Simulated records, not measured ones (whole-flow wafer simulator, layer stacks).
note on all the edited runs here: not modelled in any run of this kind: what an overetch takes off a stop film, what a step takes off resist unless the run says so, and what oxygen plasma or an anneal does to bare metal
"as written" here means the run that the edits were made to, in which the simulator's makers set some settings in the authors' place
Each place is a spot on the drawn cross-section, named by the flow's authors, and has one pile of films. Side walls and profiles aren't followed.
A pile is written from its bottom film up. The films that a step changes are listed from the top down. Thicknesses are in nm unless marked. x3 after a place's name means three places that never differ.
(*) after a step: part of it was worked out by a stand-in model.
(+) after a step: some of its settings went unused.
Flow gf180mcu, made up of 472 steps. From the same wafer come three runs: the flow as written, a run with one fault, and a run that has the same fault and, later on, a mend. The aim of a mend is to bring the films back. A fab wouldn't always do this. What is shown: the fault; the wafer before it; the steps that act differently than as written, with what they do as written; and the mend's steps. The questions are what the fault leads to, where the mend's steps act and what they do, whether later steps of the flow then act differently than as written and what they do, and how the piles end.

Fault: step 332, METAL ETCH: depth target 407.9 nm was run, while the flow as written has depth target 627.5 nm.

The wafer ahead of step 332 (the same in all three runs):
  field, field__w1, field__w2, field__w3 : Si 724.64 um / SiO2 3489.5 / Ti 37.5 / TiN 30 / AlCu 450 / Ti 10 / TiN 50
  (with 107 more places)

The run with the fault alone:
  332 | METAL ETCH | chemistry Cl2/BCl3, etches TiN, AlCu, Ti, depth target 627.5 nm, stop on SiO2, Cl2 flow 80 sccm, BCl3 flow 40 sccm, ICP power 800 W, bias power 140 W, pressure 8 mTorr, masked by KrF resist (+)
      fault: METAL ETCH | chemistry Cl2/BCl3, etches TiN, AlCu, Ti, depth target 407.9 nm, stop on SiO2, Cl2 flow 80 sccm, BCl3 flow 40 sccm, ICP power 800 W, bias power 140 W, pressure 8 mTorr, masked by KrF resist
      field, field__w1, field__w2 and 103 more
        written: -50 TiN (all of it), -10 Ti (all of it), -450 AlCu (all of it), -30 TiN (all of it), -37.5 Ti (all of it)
        fault: -50 TiN (all of it), -10 Ti (all of it), -347.9 AlCu
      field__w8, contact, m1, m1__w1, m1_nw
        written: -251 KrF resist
        fault: -163.2 KrF resist
  Steps further on in the flow that do not act as written:
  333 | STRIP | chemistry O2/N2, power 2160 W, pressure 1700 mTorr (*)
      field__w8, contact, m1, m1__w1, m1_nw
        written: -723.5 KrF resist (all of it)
        fault: -811.4 KrF resist (all of it)
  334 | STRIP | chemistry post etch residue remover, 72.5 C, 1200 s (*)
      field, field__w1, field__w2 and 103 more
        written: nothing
        fault: -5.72 AlCu
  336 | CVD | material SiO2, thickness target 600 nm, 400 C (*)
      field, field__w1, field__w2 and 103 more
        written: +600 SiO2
        fault: +600 SiO2 (new film)
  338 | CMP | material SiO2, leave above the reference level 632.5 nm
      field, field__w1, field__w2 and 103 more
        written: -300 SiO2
        fault: -463.9 SiO2
  The piles end different from the flow's at field, field__w1, field__w2 and 104 more by more than 2% or 0.5 nm, whichever is larger.
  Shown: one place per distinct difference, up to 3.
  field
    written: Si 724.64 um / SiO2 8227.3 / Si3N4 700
    fault: Si 724.64 um / SiO2 3489.5 / Ti 37.5 / TiN 30 / AlCu 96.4 / SiO2 4573.9 / Si3N4 700
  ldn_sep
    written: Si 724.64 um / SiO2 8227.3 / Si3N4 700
    fault: Si 724.64 um / SiO2 3489.4 / Ti 37.5 / TiN 30 / AlCu 96.4 / SiO2 4573.9 / Si3N4 700
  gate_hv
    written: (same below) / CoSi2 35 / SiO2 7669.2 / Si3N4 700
    fault: (same below) / CoSi2 35 / SiO2 2931.3 / Ti 37.5 / TiN 30 / AlCu 96.4 / SiO2 4573.9 / Si3N4 700

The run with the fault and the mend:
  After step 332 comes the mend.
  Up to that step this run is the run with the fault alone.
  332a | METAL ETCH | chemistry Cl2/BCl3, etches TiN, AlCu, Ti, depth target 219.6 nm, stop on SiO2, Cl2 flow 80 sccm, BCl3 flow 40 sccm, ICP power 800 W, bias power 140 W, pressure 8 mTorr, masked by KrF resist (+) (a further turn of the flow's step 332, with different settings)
      field, field__w1, field__w2 and 103 more
        -102.1 AlCu (all of it), -30 TiN (all of it), -37.5 Ti (all of it)
      field__w8, contact, m1, m1__w1, m1_nw
        -87.8 KrF resist
  Later steps of the flow that are run all act as written at every place that is followed.
  By the end, the piles equal the flow's at every place that both follow.
